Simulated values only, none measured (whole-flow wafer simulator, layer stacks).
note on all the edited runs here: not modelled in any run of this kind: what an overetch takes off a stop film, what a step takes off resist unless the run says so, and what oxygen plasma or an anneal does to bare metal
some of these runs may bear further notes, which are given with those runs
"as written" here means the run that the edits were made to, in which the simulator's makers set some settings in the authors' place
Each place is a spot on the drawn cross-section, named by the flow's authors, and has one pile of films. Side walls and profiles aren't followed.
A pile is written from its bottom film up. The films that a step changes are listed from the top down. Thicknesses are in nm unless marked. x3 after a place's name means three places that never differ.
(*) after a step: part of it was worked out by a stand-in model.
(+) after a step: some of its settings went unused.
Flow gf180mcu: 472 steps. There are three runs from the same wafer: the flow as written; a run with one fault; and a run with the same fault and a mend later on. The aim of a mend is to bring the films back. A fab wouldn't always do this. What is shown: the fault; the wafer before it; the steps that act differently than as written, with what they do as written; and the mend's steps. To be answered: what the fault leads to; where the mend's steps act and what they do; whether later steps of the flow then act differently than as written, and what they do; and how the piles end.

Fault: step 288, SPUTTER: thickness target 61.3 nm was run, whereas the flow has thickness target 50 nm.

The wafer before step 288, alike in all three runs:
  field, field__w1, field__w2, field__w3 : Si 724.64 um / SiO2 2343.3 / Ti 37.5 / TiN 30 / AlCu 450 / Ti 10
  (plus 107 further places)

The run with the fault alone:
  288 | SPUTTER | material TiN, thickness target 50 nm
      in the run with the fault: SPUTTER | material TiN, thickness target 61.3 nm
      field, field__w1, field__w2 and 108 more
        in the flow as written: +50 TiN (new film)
        in the run with the fault: +61.3 TiN (new film)
  Steps further on in the flow that do not act as written (6 more steps, not shown, differ only slightly: by at most 2% or 0.5 nm, whichever is larger):
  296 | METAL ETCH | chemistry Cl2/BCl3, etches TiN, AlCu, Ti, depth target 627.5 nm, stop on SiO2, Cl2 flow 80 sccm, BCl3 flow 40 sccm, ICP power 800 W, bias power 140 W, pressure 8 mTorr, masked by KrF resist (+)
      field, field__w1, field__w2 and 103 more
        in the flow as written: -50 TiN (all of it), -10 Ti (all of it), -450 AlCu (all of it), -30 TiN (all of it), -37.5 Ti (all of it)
        in the run with the fault: -61.3 TiN (all of it), -10 Ti (all of it), -450 AlCu (all of it), -30 TiN (all of it), -37.5 Ti (all of it)
  By the end, the piles at field__w8, contact, m1, m1__w1, m1_nw depart from the flow's by more than 2% or 0.5 nm, whichever is larger.
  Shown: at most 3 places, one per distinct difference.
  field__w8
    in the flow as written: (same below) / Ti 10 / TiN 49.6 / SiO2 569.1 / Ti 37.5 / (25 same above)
    in the run with the fault: (same below) / Ti 10 / TiN 60.9 / SiO2 557.8 / Ti 37.5 / (25 same above)
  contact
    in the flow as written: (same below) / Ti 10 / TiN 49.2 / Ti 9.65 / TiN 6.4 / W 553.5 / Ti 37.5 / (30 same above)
    in the run with the fault: (same below) / Ti 10 / TiN 60.5 / Ti 9.72 / TiN 6.45 / W 542.1 / Ti 37.5 / (30 same above)

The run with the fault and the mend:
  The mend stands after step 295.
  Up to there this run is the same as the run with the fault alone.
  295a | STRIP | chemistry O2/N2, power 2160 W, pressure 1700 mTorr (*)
      field__w8, contact, m1, m1__w1, m1_nw
        -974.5 KrF resist (all of it)
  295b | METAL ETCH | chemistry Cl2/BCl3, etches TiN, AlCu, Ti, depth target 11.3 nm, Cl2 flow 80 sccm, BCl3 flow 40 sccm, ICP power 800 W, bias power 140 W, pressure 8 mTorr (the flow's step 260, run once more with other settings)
      field, field__w1, field__w2 and 108 more
        -11.3 TiN
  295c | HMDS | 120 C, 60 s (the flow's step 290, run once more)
      leaves every film unchanged at each place that is followed
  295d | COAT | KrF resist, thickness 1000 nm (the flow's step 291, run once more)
      field, field__w1, field__w2 and 108 more
        +1000 KrF resist (new film)
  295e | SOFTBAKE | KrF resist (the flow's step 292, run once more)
      leaves every film unchanged at each place that is followed
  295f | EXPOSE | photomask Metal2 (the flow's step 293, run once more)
      leaves every film unchanged at each place that is followed
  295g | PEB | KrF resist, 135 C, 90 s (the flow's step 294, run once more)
      field, field__w1, field__w2 and 108 more
        -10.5 KrF resist
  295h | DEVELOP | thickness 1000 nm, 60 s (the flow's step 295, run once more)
      field, field__w1, field__w2 and 103 more
        -989.5 KrF resist (all of it)
      field__w8, contact, m1, m1__w1, m1_nw
        -14.9 KrF resist
  None of the later steps of the flow acts differently than as written at any place that is followed.
  The piles end the same as the flow's at every place that both follow.
